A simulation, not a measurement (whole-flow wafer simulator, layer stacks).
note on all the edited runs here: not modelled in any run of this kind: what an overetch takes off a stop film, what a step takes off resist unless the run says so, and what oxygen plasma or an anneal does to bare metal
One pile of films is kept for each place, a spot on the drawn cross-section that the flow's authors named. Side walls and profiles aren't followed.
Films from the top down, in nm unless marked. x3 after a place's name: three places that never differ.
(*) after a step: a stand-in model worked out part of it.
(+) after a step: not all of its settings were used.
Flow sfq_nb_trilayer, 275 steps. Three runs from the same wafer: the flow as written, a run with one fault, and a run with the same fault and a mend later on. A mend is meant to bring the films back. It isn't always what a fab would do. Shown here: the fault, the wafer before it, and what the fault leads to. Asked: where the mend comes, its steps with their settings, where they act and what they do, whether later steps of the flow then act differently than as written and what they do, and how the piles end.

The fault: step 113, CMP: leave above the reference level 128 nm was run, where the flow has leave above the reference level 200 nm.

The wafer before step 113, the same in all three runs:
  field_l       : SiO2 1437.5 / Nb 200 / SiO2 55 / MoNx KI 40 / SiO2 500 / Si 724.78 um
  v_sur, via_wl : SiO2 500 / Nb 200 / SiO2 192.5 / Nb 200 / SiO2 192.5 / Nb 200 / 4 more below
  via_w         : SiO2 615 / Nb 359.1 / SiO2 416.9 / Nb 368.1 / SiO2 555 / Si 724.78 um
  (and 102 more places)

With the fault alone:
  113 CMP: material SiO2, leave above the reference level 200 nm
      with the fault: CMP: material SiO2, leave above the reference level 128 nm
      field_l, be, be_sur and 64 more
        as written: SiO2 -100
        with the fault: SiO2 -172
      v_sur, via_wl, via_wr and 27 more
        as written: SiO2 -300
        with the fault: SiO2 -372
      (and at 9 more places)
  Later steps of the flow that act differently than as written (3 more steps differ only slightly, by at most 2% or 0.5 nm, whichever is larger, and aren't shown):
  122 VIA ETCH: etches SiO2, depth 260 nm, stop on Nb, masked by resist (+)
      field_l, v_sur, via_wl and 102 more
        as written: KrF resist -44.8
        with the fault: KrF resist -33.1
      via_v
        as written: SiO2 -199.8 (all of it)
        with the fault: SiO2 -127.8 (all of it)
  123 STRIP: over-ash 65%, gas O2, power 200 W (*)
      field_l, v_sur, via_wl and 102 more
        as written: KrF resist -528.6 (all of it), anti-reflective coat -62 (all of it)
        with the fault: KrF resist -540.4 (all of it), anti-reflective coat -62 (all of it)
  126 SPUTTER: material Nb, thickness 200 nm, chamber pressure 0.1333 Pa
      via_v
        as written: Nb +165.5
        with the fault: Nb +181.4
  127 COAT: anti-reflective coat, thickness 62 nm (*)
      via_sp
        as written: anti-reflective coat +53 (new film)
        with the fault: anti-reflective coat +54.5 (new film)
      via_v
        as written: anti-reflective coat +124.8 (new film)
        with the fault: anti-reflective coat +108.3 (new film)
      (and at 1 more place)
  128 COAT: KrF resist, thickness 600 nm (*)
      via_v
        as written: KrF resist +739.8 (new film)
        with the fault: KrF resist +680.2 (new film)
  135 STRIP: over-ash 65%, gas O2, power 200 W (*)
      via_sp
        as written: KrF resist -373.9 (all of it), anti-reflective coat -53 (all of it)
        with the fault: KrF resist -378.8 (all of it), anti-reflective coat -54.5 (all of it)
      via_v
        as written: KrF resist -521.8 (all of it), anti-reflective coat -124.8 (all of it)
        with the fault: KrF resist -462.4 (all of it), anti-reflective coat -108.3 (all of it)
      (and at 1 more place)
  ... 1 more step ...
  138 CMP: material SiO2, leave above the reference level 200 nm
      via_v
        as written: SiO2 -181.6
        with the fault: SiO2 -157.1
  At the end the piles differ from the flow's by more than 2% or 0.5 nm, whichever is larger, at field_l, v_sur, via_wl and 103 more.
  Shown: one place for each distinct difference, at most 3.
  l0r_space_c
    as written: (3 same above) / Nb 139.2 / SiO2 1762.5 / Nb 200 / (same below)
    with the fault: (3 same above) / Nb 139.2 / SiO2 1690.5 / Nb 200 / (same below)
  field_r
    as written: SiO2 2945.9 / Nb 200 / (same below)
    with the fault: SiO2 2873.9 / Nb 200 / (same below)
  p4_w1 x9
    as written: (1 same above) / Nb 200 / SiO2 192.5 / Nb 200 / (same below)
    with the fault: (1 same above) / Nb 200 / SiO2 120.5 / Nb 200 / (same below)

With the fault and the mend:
  The mend comes after step 114.
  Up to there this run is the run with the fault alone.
  114a PECVD: material SiO2, thickness 72 nm, 150 C, 16 s, RF power 183.3 W, pressure 2.4 Torr, precursor SiH4/N2O (the flow's step 112 once more, with other settings)
      field_l, v_sur, via_wl and 103 more
        SiO2 +72
  No later step of the flow acts differently than as written at any place that is followed.
  At the end the piles are the same as the flow's at every place that both follow.
